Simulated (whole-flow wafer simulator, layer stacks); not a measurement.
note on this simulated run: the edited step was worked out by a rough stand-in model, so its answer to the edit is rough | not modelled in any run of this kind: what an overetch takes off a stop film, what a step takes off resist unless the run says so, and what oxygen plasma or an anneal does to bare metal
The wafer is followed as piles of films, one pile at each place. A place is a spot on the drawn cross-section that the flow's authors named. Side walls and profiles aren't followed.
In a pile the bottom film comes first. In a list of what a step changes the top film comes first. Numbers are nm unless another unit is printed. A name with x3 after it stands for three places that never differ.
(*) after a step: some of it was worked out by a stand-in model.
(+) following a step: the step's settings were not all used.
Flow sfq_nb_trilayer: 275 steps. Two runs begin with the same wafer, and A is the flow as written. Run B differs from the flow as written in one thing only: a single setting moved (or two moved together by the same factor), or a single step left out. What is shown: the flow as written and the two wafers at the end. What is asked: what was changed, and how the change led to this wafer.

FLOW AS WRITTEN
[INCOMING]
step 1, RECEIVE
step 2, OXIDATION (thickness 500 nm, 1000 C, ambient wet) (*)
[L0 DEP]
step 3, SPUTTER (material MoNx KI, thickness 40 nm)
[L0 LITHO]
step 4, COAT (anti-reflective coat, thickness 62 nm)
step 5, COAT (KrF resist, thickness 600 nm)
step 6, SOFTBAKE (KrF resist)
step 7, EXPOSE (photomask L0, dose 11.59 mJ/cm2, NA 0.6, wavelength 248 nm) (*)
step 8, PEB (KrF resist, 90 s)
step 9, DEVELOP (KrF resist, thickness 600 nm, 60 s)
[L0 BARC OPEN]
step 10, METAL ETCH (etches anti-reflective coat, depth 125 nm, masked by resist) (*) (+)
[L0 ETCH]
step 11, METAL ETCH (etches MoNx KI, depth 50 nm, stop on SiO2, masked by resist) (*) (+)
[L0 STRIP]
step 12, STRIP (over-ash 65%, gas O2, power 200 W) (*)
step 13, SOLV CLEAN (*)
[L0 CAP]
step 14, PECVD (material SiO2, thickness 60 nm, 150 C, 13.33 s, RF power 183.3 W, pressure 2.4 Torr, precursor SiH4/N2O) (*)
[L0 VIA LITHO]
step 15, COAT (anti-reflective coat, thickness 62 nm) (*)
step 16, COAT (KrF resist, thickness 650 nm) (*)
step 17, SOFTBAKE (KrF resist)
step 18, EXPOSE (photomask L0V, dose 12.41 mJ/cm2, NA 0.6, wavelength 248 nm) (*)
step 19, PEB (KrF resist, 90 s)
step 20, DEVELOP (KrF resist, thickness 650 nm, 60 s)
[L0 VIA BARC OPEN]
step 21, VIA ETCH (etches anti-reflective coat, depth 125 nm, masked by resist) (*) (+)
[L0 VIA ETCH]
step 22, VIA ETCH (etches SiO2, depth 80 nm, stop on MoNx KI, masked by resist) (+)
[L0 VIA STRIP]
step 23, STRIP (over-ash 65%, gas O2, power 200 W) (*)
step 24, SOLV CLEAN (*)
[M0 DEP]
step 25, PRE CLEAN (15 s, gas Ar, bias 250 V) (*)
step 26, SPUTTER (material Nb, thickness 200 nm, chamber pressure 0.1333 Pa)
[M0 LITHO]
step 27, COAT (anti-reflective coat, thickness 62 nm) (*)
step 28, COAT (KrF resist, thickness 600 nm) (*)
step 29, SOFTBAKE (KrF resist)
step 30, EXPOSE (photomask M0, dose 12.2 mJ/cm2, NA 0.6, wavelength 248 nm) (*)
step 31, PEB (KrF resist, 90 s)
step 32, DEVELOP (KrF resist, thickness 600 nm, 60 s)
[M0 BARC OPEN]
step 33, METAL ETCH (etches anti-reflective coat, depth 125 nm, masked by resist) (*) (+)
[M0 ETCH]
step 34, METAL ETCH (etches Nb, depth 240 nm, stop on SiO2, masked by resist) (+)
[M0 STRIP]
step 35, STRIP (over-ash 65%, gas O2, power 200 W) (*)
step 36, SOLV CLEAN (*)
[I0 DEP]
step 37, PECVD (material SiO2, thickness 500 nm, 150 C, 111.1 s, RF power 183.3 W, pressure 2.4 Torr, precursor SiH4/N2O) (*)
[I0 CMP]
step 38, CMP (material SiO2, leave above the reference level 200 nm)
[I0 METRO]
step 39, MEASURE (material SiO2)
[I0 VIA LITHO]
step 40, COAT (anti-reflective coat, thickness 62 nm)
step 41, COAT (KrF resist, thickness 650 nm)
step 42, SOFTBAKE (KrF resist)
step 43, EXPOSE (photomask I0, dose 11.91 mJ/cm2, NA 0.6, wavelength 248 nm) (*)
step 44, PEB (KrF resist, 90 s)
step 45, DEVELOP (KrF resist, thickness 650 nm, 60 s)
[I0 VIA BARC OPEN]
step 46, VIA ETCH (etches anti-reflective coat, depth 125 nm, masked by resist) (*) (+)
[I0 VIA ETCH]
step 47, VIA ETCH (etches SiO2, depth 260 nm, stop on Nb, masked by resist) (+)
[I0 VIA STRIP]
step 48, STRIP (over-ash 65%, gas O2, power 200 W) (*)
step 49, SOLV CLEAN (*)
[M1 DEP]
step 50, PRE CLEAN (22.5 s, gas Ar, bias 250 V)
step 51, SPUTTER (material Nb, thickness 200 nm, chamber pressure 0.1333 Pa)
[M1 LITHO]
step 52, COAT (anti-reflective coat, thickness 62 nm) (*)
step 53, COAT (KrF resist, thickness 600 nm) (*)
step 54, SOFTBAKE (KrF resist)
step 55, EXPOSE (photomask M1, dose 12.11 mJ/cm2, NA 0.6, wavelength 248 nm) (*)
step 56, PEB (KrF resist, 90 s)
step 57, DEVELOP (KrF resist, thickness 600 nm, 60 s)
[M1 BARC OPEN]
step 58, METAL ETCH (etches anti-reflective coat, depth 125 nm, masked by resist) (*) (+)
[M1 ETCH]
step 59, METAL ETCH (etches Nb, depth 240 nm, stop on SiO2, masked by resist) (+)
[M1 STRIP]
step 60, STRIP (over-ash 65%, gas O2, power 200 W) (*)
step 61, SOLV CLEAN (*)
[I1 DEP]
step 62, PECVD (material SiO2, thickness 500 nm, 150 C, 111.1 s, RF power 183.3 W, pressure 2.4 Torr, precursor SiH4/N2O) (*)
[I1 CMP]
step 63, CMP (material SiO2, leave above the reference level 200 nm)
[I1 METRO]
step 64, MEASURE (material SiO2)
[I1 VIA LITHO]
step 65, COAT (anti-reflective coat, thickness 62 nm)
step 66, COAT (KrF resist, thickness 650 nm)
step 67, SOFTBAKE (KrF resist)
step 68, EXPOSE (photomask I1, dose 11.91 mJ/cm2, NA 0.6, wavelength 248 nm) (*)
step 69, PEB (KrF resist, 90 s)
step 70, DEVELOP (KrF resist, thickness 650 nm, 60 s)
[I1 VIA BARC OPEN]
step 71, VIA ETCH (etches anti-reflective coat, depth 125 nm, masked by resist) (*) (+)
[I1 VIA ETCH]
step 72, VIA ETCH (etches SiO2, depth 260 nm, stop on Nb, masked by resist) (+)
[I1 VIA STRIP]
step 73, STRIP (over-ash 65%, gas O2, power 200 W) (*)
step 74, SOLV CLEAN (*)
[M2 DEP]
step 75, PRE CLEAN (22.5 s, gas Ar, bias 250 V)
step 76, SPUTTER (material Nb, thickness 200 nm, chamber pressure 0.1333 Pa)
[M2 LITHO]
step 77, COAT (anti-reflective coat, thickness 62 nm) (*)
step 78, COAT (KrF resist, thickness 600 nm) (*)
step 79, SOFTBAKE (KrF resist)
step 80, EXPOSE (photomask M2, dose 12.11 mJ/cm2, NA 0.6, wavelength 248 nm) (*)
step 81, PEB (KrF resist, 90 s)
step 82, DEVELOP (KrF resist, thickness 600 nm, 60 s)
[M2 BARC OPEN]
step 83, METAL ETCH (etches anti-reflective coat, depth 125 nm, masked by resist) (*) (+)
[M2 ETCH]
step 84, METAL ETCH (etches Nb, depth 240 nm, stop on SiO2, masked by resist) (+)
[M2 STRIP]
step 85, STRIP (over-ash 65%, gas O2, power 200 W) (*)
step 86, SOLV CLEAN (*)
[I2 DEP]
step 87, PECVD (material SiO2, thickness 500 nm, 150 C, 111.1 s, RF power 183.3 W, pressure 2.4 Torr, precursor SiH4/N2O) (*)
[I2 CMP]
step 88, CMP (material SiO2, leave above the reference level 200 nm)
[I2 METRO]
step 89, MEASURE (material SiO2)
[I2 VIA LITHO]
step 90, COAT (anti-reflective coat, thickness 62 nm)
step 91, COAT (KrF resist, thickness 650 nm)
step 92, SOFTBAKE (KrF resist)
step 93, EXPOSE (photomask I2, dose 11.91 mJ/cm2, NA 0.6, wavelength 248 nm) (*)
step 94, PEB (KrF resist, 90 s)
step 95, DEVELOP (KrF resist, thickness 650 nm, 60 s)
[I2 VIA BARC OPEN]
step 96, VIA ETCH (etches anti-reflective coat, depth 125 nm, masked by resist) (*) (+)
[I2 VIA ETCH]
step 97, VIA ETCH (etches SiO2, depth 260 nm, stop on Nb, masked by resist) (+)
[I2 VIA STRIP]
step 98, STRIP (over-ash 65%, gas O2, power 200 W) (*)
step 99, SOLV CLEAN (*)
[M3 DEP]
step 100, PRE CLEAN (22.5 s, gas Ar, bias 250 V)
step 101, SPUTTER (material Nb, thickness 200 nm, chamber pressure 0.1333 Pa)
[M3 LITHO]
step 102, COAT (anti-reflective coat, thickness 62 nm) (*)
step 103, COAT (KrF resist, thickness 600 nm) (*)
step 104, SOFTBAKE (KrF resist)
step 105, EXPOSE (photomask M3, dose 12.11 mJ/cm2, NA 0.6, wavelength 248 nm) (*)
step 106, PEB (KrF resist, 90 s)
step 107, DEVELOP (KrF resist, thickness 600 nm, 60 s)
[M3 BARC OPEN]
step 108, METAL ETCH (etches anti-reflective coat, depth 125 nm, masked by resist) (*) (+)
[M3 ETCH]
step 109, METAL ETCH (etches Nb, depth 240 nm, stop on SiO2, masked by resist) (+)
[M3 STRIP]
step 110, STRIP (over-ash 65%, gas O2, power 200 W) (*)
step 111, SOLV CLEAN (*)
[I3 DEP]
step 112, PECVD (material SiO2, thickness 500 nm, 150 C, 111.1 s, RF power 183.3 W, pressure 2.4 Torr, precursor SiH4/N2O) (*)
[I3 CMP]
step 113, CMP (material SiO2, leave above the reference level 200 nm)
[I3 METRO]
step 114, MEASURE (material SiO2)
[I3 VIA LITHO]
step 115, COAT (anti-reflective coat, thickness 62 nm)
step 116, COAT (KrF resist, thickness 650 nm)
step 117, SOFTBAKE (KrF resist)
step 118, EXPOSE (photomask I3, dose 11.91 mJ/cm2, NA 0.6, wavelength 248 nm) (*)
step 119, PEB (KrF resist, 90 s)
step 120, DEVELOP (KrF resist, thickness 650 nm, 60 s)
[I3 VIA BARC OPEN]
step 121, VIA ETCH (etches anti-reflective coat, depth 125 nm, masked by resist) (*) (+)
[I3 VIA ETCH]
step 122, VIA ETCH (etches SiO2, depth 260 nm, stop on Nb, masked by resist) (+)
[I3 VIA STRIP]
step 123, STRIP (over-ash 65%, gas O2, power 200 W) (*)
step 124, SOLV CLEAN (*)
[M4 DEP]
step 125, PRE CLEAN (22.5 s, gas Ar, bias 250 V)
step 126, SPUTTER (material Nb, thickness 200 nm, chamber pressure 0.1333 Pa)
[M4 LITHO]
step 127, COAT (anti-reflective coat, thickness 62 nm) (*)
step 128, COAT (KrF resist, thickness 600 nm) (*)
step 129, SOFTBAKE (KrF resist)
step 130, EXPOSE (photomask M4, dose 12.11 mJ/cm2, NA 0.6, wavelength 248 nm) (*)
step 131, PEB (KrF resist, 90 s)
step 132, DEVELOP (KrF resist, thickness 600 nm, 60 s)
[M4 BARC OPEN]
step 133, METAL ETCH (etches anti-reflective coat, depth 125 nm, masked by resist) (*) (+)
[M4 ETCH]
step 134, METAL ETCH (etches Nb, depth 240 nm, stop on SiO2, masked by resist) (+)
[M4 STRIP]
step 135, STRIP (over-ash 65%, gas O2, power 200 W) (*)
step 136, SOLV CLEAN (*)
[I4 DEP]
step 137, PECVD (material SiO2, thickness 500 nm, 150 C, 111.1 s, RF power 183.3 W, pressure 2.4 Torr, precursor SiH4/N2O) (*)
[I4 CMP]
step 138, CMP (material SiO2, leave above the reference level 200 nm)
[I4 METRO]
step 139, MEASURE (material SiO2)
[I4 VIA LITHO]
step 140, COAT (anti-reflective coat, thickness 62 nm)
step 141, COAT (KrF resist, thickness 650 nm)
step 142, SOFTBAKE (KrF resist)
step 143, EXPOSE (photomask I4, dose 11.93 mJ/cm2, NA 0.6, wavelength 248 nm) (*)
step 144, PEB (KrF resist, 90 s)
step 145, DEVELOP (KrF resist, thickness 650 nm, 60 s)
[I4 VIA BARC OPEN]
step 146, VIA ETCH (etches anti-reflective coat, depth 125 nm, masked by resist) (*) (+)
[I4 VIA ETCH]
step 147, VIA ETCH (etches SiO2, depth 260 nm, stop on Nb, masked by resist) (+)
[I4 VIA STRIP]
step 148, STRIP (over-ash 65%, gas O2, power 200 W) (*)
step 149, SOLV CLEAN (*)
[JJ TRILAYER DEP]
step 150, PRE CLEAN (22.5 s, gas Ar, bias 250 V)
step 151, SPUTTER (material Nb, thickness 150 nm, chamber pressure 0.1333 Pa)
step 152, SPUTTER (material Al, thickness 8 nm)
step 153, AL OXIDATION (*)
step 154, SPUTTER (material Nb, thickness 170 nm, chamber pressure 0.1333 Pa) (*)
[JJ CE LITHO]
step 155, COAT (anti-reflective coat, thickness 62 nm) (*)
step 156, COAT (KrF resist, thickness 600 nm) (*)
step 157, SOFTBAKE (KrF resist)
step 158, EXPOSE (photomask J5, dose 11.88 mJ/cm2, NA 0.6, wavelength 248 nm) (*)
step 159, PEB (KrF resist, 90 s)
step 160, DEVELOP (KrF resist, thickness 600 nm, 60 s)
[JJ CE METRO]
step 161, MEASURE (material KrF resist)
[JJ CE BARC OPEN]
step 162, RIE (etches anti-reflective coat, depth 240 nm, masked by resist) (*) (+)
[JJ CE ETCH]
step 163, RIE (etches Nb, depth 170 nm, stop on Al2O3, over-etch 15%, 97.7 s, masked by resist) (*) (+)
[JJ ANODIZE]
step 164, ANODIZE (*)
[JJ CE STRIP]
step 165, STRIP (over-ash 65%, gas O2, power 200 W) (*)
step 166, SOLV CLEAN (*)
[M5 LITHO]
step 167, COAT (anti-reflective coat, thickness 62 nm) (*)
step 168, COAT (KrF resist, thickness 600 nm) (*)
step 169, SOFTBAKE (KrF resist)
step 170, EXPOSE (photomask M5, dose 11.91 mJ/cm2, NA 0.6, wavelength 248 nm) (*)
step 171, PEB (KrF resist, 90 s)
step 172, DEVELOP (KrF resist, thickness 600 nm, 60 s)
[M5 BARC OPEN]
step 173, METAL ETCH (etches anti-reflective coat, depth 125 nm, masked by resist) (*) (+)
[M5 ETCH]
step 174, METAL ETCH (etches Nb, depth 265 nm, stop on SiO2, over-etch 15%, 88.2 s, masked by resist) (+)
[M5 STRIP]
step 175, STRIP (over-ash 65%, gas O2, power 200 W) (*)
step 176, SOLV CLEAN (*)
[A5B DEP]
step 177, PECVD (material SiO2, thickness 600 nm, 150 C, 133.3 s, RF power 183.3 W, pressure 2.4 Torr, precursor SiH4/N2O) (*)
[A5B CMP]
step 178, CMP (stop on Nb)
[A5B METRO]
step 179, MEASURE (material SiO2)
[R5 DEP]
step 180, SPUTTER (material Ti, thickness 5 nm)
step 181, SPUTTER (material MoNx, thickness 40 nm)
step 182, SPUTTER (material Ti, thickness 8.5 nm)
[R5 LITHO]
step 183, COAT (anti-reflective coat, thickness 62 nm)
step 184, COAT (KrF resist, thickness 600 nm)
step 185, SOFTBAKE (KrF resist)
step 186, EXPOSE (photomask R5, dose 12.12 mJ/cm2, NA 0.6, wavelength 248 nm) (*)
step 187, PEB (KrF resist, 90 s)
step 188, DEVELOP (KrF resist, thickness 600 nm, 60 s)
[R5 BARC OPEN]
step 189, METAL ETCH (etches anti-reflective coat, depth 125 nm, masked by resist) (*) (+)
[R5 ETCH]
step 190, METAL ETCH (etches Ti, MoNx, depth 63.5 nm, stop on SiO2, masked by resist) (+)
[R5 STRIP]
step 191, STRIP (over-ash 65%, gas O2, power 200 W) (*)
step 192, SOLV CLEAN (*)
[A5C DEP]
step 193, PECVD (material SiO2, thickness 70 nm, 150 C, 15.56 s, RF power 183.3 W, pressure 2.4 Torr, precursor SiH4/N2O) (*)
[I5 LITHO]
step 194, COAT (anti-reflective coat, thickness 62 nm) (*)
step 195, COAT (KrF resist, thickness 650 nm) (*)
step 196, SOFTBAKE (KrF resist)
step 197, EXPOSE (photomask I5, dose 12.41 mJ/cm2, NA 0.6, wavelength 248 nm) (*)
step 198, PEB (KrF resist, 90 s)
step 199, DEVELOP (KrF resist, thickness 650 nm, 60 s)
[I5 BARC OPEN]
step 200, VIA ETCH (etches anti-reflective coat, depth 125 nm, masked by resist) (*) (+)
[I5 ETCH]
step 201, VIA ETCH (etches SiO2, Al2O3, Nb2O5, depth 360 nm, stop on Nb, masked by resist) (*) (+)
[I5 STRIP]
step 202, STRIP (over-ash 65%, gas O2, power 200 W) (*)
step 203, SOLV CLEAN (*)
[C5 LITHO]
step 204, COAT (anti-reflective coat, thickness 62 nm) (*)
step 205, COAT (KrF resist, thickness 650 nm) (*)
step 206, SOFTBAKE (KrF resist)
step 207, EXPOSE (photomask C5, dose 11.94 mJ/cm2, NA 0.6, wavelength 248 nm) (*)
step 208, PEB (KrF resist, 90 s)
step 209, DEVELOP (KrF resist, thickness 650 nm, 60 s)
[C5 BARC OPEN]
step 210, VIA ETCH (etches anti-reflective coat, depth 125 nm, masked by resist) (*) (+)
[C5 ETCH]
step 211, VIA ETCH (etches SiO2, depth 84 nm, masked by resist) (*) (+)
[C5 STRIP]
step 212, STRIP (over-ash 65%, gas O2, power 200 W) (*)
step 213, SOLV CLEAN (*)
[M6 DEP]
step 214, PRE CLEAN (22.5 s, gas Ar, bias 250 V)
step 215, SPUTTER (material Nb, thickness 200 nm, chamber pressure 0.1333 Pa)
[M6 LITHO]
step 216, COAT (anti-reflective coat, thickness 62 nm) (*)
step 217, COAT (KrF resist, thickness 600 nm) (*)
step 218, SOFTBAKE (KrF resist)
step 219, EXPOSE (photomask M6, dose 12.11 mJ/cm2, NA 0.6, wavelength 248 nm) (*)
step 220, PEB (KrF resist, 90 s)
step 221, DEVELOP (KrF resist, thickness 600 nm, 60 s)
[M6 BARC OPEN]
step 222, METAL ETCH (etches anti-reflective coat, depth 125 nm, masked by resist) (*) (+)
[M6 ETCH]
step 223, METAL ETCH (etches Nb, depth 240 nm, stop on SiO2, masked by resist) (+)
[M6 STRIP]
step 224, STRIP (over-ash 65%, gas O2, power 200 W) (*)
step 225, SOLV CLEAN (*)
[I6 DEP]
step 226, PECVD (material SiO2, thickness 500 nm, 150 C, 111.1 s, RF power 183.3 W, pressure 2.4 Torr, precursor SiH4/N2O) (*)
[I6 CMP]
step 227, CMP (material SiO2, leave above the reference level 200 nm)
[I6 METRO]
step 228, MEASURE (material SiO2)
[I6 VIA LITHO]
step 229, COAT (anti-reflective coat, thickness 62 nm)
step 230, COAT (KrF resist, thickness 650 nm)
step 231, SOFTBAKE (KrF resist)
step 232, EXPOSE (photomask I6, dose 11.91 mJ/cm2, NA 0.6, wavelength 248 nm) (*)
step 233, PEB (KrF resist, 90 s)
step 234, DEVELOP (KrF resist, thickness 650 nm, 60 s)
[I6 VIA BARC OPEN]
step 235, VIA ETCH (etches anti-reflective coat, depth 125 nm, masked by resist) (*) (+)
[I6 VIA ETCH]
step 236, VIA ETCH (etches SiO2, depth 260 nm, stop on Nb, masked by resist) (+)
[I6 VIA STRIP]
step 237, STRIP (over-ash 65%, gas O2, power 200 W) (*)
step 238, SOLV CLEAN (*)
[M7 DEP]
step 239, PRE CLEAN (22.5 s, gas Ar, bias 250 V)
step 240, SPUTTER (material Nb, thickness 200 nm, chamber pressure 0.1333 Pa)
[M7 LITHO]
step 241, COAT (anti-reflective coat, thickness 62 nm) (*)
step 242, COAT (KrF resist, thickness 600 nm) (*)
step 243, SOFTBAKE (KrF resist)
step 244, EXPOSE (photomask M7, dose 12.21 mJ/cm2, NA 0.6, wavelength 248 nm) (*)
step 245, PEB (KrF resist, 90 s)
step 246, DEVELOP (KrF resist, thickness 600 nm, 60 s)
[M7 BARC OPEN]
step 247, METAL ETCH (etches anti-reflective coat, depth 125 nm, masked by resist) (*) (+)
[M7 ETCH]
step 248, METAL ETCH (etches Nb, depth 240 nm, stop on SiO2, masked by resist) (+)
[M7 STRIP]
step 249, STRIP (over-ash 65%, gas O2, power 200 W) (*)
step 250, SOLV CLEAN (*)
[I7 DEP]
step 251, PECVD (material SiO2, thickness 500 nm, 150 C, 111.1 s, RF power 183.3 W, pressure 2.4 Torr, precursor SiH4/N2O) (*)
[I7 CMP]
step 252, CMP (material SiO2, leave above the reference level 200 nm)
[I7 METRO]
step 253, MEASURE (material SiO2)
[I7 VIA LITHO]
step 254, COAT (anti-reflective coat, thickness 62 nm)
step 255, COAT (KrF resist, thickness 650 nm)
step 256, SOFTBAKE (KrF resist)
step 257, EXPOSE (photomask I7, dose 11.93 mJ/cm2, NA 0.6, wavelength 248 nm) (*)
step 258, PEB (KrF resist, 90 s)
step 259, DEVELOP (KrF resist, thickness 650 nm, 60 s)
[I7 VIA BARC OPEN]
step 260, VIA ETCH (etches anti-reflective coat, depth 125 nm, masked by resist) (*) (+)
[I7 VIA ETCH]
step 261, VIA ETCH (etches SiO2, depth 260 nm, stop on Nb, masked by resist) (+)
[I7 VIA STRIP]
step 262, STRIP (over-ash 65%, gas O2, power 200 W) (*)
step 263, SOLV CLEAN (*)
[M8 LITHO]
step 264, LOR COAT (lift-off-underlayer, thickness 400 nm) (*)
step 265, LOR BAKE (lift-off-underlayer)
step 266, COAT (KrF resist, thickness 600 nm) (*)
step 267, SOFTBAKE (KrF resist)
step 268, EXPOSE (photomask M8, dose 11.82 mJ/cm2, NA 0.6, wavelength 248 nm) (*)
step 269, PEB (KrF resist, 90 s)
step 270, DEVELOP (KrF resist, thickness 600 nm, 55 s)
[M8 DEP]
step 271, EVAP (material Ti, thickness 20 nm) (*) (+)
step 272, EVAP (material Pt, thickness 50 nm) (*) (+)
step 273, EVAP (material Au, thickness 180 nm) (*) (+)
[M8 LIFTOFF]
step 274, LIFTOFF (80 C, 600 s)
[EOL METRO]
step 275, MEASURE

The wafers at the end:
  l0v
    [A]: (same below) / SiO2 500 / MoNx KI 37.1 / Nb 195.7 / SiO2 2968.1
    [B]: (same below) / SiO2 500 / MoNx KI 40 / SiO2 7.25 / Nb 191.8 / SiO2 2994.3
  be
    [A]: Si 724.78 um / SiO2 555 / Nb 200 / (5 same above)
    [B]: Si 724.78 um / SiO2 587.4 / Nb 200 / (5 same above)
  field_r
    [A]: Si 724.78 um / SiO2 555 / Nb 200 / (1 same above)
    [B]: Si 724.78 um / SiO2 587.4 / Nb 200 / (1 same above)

What caused this: step 14, PECVD: thickness 92.4 nm was run, though the flow has thickness 60 nm; step 14, PECVD: 20.53 s was run, where the flow has 13.33 s.

Step by step, how the change led to this:
  step 14, PECVD (material SiO2, thickness 60 nm, 150 C, 13.33 s, RF power 183.3 W, pressure 2.4 Torr, precursor SiH4/N2O) (*)
      v_sur, via_wl, via_w and 97 more: A +60 SiO2 | B +92.4 SiO2
      field_l, l0_sur, l0v, l0r_line_l, l0r_line_c, l0r_line_r: A +60 SiO2 (new film) | B +92.4 SiO2 (new film)
  step 22, VIA ETCH (etches SiO2, depth 80 nm, stop on MoNx KI, masked by resist) (+)
      l0v: A -59.8 SiO2 (all of it) | B -80 SiO2
  step 25, PRE CLEAN (15 s, gas Ar, bias 250 V) (*)
      l0v: A -2.91 MoNx KI | B -5 SiO2
  step 27, COAT (anti-reflective coat, thickness 62 nm) (*)
      l0_sur: A +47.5 anti-reflective coat (new film) | B +45.9 anti-reflective coat (new film)
      l0v: A +78 anti-reflective coat (new film) | B +83.5 anti-reflective coat (new film)
  step 28, COAT (KrF resist, thickness 600 nm) (*)
      l0v: A +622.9 KrF resist (new film) | B +637.9 KrF resist (new film)
  step 35, STRIP (over-ash 65%, gas O2, power 200 W) (*)
      l0_sur: A -372 KrF resist (all of it), -47.5 anti-reflective coat (all of it) | B -369.6 KrF resist (all of it), -45.9 anti-reflective coat (all of it)
      l0v: A -405.3 KrF resist (all of it), -78 anti-reflective coat (all of it) | B -420.2 KrF resist (all of it), -83.5 anti-reflective coat (all of it)
  step 38, CMP (material SiO2, leave above the reference level 200 nm)
      l0v: A -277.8 SiO2 | B -251.6 SiO2
If metal films that touch count as one body, l0v has 2 bodies (between them, from the top down: SiO2 7.25); the flow as written gives 1 body.
